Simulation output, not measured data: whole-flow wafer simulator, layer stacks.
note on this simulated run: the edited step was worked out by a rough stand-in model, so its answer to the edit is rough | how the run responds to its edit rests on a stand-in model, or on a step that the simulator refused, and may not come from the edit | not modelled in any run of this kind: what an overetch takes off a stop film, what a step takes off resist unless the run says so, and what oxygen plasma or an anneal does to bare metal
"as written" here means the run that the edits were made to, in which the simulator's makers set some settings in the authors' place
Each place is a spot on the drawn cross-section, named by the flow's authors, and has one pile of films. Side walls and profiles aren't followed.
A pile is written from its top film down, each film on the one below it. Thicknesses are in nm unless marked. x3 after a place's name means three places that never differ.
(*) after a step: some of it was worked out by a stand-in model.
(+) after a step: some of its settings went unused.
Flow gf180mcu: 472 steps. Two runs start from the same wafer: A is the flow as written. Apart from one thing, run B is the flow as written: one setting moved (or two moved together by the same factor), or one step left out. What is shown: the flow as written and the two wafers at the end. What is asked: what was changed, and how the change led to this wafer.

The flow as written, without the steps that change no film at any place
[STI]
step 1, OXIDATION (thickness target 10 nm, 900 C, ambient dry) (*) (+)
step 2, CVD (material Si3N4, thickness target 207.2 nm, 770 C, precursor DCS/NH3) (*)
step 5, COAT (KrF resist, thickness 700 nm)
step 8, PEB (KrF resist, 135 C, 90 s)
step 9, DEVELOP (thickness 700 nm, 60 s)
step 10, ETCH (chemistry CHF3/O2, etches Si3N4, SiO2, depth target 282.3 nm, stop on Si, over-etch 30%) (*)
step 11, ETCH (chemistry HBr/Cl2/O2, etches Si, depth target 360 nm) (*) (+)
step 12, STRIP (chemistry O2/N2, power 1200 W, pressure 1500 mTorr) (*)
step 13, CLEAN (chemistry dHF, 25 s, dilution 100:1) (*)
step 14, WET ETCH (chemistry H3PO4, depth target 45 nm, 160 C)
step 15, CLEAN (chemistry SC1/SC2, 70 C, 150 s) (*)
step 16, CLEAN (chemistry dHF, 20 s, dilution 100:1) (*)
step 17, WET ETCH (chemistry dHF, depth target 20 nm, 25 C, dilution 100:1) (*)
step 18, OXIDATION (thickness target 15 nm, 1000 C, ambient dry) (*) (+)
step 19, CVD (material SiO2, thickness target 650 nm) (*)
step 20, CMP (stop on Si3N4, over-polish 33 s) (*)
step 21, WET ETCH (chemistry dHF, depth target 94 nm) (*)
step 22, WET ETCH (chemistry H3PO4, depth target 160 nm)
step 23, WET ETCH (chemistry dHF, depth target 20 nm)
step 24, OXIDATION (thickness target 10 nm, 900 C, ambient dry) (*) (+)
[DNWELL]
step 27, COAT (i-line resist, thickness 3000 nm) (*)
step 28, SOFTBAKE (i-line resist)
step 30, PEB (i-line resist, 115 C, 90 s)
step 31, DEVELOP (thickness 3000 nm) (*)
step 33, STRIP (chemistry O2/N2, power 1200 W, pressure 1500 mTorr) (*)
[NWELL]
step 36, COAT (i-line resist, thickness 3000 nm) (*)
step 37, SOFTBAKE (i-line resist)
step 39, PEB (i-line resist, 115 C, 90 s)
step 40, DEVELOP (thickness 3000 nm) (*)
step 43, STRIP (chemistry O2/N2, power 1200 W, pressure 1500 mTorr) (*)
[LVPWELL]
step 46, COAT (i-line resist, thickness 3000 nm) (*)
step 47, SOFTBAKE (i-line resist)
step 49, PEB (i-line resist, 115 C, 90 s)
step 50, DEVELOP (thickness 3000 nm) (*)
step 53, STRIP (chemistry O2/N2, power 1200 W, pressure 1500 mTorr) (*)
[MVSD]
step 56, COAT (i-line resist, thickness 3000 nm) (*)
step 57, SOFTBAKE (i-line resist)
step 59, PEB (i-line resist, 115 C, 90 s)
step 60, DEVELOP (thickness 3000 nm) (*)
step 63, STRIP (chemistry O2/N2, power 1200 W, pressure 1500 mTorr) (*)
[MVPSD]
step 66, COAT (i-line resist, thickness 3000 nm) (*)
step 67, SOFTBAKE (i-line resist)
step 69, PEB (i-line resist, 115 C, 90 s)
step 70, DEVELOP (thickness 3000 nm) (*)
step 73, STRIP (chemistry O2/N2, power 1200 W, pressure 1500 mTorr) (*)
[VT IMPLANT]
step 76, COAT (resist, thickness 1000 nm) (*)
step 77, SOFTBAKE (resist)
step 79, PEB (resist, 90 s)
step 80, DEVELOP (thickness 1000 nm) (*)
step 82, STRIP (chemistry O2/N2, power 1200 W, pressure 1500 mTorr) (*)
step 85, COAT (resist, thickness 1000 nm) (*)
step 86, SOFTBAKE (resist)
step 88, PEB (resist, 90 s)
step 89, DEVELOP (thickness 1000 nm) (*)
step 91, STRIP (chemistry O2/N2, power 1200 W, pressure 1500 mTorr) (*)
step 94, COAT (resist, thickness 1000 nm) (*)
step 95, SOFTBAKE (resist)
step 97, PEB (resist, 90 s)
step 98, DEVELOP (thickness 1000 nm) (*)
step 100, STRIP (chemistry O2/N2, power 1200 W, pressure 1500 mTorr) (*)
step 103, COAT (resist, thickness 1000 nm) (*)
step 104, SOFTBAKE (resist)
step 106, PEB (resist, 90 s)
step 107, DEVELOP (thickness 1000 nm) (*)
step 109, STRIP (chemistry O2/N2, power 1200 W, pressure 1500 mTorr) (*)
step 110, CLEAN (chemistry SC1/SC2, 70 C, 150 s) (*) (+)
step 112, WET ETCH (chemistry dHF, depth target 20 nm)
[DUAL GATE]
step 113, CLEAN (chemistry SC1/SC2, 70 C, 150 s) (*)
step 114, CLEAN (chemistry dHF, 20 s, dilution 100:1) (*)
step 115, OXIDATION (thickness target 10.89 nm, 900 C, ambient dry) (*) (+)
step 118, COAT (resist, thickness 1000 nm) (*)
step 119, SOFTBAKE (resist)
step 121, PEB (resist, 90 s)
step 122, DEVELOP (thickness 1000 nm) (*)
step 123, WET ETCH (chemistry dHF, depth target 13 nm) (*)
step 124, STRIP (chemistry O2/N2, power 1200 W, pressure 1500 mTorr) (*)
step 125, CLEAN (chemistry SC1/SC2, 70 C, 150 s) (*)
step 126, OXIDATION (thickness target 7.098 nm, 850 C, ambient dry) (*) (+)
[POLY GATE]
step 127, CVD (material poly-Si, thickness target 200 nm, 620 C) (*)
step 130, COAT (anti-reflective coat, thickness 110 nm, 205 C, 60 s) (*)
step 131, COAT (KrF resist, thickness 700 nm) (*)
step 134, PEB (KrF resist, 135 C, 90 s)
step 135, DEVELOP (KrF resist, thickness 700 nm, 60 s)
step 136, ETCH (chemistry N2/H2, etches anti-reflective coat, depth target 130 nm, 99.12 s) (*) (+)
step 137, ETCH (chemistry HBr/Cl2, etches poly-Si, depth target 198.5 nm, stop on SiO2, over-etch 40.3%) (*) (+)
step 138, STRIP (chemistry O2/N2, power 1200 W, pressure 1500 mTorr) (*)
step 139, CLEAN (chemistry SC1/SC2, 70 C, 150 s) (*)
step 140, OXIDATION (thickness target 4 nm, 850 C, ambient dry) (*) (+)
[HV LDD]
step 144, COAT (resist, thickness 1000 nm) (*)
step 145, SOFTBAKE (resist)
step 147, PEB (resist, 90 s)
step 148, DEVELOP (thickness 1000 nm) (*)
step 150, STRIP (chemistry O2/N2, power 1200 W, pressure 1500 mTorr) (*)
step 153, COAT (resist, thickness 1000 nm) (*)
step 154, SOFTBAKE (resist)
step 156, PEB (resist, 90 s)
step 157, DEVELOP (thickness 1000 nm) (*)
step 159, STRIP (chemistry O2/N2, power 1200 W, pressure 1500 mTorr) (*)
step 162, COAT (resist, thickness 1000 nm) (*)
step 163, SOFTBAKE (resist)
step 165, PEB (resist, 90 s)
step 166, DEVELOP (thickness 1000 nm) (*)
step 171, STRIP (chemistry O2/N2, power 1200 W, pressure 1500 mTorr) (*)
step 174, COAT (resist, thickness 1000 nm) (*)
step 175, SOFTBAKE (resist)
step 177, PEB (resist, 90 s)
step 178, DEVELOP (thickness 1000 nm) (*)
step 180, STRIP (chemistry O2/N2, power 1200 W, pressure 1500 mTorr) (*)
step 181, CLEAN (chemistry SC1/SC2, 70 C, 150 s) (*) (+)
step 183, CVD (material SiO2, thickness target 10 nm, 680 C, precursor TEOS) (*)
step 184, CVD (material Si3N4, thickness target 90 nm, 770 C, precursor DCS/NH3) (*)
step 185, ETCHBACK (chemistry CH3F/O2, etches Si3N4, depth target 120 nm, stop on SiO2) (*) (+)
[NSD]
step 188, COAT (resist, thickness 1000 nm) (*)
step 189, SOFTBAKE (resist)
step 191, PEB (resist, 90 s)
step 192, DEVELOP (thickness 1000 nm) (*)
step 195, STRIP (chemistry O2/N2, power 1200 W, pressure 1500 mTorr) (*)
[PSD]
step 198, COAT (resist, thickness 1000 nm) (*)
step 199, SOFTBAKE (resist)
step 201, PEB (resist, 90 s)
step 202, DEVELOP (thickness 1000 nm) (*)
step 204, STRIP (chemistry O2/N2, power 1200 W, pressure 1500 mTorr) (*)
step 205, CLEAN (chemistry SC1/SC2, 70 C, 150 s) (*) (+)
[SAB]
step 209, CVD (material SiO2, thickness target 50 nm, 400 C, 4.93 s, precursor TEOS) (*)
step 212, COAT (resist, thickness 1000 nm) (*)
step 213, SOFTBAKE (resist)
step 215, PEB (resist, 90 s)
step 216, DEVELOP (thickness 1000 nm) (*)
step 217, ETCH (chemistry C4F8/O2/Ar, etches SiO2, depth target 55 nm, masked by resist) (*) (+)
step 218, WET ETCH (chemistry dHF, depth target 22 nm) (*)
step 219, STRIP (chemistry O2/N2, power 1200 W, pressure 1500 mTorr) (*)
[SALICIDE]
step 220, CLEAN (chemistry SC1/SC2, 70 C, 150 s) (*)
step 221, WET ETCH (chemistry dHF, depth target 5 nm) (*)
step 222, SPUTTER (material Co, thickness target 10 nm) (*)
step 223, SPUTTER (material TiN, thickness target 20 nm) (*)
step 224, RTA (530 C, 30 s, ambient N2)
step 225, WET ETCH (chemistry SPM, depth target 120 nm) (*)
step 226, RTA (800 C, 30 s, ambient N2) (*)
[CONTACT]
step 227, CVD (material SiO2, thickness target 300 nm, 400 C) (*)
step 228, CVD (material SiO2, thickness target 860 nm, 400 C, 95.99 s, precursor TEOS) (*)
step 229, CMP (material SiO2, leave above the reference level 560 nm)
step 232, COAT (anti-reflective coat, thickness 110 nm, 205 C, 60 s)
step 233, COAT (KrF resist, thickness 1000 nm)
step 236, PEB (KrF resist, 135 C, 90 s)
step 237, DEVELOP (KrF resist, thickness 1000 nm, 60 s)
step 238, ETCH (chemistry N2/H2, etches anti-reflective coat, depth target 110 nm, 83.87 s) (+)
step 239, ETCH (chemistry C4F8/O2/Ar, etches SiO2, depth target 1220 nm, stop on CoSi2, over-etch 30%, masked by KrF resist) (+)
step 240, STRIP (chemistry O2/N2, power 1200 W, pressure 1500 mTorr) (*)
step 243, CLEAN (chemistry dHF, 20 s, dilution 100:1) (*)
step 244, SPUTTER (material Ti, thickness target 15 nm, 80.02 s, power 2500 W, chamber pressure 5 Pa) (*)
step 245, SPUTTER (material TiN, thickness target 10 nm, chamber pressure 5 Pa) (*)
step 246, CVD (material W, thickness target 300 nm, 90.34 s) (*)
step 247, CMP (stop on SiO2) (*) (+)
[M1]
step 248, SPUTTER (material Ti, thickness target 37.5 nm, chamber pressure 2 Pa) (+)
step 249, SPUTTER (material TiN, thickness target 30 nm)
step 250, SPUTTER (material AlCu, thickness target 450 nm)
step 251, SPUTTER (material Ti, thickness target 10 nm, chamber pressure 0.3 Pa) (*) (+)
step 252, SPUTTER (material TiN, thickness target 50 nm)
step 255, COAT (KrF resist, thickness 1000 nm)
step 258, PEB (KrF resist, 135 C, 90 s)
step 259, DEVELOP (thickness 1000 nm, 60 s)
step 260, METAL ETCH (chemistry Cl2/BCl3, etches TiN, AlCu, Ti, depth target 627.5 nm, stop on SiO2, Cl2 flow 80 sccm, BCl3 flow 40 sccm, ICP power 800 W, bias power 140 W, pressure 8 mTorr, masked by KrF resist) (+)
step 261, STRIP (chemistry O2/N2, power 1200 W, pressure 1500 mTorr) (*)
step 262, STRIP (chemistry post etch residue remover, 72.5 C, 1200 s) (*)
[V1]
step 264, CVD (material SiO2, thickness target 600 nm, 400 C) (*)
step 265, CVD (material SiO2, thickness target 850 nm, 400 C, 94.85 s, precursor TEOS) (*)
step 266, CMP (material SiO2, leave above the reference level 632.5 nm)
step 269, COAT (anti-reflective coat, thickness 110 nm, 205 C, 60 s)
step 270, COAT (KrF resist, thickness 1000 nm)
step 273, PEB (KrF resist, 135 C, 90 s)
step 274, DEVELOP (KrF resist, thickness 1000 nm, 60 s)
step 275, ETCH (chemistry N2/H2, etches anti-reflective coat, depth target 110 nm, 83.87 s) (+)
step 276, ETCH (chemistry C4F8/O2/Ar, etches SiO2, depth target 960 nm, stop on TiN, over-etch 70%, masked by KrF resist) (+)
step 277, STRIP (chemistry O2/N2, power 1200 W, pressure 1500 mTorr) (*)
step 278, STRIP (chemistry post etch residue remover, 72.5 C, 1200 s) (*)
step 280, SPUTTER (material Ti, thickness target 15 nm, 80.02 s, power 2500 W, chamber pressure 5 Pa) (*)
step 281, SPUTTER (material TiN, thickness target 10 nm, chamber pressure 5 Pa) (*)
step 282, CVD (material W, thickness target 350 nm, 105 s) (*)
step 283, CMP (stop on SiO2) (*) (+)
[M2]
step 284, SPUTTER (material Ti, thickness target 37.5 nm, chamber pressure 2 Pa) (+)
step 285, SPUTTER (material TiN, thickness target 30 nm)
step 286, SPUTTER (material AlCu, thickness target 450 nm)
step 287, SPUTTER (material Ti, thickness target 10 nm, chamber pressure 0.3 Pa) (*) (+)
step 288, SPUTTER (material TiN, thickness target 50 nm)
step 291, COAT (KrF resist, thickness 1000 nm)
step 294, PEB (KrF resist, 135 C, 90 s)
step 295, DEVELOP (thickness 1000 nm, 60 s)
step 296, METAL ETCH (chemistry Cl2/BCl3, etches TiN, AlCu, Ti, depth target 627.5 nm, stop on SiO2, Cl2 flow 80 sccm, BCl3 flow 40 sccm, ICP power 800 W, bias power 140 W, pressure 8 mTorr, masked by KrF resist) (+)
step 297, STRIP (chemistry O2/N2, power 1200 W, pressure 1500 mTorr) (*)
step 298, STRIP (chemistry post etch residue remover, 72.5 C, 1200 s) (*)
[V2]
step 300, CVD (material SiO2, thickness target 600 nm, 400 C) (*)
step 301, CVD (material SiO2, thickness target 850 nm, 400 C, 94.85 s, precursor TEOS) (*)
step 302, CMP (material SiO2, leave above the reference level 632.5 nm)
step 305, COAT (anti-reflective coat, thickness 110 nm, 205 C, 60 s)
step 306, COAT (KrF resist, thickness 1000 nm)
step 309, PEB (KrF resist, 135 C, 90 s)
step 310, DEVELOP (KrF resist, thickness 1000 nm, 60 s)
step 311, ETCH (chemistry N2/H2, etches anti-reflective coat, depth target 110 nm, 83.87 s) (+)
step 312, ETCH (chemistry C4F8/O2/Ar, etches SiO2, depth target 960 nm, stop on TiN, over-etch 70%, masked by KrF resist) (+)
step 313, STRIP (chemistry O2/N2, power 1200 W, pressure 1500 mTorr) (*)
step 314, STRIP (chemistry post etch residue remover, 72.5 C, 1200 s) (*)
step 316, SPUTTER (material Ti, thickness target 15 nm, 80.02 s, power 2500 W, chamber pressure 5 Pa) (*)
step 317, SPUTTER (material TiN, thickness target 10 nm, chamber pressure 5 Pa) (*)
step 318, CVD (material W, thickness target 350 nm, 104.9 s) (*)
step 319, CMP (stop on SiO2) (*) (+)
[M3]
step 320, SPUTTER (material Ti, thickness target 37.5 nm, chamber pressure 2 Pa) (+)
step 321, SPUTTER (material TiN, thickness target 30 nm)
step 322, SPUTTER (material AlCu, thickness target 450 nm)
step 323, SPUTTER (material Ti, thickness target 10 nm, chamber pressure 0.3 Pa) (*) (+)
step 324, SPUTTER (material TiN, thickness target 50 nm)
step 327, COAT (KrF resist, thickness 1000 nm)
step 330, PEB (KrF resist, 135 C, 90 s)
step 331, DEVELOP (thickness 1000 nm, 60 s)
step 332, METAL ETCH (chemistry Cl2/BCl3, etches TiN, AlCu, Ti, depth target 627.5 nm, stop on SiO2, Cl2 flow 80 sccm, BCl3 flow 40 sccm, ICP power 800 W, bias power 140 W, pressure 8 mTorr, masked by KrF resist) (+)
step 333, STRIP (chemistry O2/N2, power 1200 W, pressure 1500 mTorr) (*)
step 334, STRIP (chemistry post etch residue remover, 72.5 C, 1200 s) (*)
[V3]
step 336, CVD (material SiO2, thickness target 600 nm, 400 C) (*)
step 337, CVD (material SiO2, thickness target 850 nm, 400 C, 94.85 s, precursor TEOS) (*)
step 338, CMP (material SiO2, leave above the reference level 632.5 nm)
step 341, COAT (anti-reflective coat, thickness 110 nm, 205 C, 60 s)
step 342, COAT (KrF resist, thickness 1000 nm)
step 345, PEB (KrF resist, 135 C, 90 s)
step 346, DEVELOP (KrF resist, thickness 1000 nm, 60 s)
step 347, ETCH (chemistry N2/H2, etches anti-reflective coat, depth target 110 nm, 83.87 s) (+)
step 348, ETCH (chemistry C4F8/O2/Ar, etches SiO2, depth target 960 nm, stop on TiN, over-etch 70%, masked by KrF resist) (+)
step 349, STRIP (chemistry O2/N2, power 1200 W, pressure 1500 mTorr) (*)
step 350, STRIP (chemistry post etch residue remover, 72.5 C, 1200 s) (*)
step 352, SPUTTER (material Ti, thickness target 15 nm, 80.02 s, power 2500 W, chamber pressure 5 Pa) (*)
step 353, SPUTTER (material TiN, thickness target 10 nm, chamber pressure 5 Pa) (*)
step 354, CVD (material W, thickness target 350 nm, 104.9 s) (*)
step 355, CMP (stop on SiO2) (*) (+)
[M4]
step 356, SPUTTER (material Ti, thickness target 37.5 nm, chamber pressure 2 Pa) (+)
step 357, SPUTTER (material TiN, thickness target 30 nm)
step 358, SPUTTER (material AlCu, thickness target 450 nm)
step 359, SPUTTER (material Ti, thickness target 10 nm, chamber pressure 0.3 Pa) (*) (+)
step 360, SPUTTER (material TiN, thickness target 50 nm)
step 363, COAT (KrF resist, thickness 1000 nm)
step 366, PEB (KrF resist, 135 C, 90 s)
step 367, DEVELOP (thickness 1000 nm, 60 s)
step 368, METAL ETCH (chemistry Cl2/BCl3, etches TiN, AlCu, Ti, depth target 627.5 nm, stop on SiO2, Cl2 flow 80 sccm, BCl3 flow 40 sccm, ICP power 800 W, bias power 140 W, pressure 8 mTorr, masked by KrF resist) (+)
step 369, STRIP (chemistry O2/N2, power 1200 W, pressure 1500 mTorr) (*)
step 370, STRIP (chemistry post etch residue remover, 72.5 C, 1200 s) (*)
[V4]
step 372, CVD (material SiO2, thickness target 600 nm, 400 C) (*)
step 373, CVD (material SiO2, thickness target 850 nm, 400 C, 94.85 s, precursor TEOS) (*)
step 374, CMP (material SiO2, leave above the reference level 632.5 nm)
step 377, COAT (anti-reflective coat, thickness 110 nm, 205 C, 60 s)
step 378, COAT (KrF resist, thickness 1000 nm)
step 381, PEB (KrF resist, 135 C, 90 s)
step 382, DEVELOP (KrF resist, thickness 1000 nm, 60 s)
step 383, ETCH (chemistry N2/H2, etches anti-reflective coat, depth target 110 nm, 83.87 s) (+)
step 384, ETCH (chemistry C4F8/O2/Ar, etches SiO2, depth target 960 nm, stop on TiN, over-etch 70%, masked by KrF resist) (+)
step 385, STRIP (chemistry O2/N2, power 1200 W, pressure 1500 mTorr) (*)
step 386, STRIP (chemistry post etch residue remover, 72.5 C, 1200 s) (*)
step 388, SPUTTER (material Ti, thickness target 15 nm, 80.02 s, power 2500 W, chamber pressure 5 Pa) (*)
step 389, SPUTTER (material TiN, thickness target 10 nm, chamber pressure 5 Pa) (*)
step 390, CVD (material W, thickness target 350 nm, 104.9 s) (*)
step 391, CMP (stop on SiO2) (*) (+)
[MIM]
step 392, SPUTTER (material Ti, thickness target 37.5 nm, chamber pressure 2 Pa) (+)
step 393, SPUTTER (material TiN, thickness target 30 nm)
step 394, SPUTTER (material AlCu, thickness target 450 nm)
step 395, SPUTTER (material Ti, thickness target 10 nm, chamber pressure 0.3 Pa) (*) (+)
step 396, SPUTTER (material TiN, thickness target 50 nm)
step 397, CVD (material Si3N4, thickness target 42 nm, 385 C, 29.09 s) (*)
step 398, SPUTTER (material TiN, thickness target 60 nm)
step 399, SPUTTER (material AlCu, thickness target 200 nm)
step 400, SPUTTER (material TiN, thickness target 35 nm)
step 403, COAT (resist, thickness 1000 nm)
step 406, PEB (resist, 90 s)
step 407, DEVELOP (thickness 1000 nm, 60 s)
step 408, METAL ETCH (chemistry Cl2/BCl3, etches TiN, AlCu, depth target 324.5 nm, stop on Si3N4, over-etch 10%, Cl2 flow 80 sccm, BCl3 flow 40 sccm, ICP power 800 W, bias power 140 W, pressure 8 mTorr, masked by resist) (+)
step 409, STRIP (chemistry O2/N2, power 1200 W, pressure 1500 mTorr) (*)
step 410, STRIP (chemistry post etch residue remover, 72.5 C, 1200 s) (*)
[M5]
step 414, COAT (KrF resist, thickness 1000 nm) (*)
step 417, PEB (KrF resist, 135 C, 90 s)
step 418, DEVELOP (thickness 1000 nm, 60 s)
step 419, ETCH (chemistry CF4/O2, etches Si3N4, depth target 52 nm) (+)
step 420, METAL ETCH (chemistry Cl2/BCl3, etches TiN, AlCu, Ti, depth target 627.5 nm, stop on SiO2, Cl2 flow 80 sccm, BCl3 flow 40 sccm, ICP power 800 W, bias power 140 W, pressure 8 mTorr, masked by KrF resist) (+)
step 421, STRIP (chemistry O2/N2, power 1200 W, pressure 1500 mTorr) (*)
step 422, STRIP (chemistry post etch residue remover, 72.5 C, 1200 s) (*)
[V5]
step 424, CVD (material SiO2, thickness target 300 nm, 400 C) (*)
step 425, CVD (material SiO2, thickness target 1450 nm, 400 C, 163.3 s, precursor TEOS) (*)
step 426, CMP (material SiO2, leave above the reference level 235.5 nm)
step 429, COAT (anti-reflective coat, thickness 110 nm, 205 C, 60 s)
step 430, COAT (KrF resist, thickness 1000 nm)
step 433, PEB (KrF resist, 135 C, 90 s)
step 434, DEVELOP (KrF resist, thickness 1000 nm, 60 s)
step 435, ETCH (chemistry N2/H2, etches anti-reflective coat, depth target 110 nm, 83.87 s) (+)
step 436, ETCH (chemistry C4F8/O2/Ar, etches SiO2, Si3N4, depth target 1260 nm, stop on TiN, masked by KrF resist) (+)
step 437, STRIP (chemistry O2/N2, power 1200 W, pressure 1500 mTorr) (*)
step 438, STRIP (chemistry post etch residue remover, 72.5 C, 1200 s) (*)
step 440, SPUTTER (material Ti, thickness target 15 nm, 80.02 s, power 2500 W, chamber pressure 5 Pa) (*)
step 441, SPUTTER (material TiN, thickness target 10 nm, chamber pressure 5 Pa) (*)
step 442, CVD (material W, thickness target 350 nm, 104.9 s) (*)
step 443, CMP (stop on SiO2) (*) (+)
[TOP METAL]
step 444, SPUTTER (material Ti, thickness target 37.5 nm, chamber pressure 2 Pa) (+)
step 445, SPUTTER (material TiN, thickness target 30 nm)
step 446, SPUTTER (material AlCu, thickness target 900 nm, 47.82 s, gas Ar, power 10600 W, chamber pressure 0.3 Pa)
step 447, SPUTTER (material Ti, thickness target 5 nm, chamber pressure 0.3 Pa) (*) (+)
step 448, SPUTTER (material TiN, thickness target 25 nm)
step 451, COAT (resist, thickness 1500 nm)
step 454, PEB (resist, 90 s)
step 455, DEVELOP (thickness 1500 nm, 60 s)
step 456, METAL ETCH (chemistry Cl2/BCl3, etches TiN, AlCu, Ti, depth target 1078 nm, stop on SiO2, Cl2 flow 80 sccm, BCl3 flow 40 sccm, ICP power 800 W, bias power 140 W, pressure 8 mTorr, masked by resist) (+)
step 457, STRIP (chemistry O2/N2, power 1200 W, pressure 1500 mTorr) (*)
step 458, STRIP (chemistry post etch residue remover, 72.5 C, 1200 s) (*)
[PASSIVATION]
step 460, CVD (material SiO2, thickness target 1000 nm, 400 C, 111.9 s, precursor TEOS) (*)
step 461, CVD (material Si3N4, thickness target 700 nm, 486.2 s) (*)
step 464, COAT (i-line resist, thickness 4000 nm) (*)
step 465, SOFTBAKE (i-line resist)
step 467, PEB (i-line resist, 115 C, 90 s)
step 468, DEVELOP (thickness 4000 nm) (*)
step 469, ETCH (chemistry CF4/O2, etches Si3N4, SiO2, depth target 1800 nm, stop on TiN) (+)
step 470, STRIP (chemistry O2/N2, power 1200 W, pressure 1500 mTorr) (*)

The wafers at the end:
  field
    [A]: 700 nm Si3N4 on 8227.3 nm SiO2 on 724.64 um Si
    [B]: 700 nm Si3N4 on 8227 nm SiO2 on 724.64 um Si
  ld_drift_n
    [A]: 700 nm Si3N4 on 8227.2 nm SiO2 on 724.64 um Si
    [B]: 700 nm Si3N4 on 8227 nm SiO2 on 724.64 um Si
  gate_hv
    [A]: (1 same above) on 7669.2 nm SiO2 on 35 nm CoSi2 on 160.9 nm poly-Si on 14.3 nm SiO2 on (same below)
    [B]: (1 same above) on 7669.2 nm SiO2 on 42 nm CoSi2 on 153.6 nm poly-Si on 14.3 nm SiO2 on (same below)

Cause: step 222, SPUTTER: thickness target 12 nm was run, though the flow has thickness target 10 nm.

The path from the change to this, step by step:
  step 222, SPUTTER (material Co, thickness target 10 nm) (*)
      field, field__w7, field__w8 and 71 more: A Co gains 10 (new film) | B Co gains 12 (new film)
      field__w6, field_sub, field_sub__w2: A Co gains 9.95 (new film) | B Co gains 11.9 (new film)
      (also at 34 further places)
  step 223, SPUTTER (material TiN, thickness target 20 nm) (*)
      field__w12: A TiN gains 12 (new film) | B TiN gains 12.6 (new film)
  step 224, RTA (530 C, 30 s, ambient N2)
      gate, gate_hv, gate_p and 22 more: A under 1 film: CoSi gains 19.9 (new film), Co loses 10 (all of it), poly-Si loses 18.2 | B under 1 film: CoSi gains 23.9 (new film), Co loses 12 (all of it), poly-Si loses 21.8
      active, p_well, sd_n and 11 more: A under 1 film: CoSi gains 19.9 (new film), Co loses 10 (all of it), Si loses 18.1 | B under 1 film: CoSi gains 23.9 (new film), Co loses 12 (all of it), Si loses 21.8
      (also at 10 further places)
  step 225, WET ETCH (chemistry SPM, depth target 120 nm) (*)
      field, field__w7, field__w8 and 32 more: A TiN loses 20 (all of it), Co loses 10 (all of it) | B TiN loses 20 (all of it), Co loses 12 (all of it)
      field__w9, nw_enc_fld_lv__w3: A TiN loses 19.1 (all of it), Co loses 9.6 (all of it) | B TiN loses 19.1 (all of it), Co loses 11.5 (all of it)
      (also at 25 further places)
  step 226, RTA (800 C, 30 s, ambient N2) (*)
      gate, gate_hv, gate_p and 22 more: A CoSi2 gains 35 (new film), CoSi loses 19.9 (all of it), poly-Si loses 18.2 | B CoSi2 gains 42 (new film), CoSi loses 23.9 (all of it), poly-Si loses 21.8
      active, p_well, sd_n and 11 more: A CoSi2 gains 35 (new film), CoSi loses 19.9 (all of it), Si loses 18.1 | B CoSi2 gains 42 (new film), CoSi loses 23.9 (all of it), Si loses 21.8
      (also at 10 further places)
